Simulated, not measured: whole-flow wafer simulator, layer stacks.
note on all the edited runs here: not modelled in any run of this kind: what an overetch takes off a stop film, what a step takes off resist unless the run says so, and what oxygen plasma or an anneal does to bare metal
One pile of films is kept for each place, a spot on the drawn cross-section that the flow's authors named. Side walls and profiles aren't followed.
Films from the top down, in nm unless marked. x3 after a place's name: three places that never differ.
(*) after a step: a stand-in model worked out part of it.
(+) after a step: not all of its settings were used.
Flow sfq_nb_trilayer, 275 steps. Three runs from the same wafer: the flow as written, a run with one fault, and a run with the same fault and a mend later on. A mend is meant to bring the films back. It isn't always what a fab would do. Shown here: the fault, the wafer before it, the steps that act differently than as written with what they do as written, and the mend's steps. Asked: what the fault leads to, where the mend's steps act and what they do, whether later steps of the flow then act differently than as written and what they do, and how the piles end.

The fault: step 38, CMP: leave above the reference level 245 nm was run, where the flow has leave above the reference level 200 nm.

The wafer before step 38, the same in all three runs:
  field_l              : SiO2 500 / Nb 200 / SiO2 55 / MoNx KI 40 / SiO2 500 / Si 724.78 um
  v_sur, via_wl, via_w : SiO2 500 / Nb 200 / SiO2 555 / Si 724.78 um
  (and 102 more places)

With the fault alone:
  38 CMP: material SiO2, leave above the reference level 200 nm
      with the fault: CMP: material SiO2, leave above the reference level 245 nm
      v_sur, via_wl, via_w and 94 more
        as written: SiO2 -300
        with the fault: SiO2 -255
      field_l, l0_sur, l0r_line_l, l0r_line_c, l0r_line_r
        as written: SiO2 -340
        with the fault: SiO2 -295
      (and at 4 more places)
  Later steps of the flow that act differently than as written (3 more steps differ only slightly, by at most 2% or 0.5 nm, whichever is larger, and aren't shown):
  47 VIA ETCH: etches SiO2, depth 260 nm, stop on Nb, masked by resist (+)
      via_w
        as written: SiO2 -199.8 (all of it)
        with the fault: SiO2 -244.8 (all of it)
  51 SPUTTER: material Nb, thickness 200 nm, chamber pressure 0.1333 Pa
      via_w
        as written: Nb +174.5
        with the fault: Nb +166.1
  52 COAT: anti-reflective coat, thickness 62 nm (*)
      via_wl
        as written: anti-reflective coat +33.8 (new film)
        with the fault: anti-reflective coat +32.7 (new film)
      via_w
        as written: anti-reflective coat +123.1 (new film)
        with the fault: anti-reflective coat +132.7 (new film)
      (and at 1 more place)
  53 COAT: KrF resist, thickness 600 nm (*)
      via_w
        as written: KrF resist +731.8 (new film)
        with the fault: KrF resist +768.2 (new film)
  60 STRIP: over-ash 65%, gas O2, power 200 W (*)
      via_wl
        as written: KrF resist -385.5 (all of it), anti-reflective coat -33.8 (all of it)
        with the fault: KrF resist -380.8 (all of it), anti-reflective coat -32.7 (all of it)
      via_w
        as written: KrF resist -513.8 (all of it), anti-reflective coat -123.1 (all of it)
        with the fault: KrF resist -550.2 (all of it), anti-reflective coat -132.7 (all of it)
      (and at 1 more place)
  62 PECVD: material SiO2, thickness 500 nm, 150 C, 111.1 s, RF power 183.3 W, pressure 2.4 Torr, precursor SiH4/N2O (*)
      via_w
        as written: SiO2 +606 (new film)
        with the fault: SiO2 +659.4 (new film)
  At the end the piles differ from the flow's by more than 2% or 0.5 nm, whichever is larger, at v_sur, via_wl, via_w and 79 more.
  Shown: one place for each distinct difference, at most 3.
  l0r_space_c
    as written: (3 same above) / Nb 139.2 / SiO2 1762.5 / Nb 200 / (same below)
    with the fault: (3 same above) / Nb 139.2 / SiO2 1807.5 / Nb 200 / (same below)
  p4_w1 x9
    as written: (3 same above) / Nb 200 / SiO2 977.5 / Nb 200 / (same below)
    with the fault: (3 same above) / Nb 200 / SiO2 1022.5 / Nb 200 / (same below)
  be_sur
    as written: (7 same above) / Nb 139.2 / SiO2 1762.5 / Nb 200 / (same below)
    with the fault: (7 same above) / Nb 139.2 / SiO2 1807.5 / Nb 200 / (same below)

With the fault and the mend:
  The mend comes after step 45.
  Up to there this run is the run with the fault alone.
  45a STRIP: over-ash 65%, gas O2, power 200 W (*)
      field_l, v_sur, via_wl and 102 more
        KrF resist -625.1 (all of it), anti-reflective coat -62 (all of it)
      via_w
        anti-reflective coat -62 (all of it)
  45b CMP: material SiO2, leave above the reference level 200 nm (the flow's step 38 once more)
      field_l, v_sur, via_wl and 103 more
        SiO2 -45
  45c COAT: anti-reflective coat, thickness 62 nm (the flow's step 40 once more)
      field_l, v_sur, via_wl and 103 more
        anti-reflective coat +62 (new film)
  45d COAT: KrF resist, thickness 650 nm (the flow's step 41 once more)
      field_l, v_sur, via_wl and 103 more
        KrF resist +650 (new film)
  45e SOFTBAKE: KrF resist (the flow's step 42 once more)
      changes no film at any place that is followed
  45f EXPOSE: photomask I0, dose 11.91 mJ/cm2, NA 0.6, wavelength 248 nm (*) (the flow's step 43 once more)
      changes no film at any place that is followed
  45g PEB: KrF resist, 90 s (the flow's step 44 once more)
      field_l, v_sur, via_wl and 103 more
        KrF resist -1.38
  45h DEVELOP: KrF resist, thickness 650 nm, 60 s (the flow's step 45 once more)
      field_l, v_sur, via_wl and 102 more
        KrF resist -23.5
      via_w
        KrF resist -648.6 (all of it)
  No later step of the flow acts differently than as written at any place that is followed.
  At the end the piles are the same as the flow's at every place that both follow.
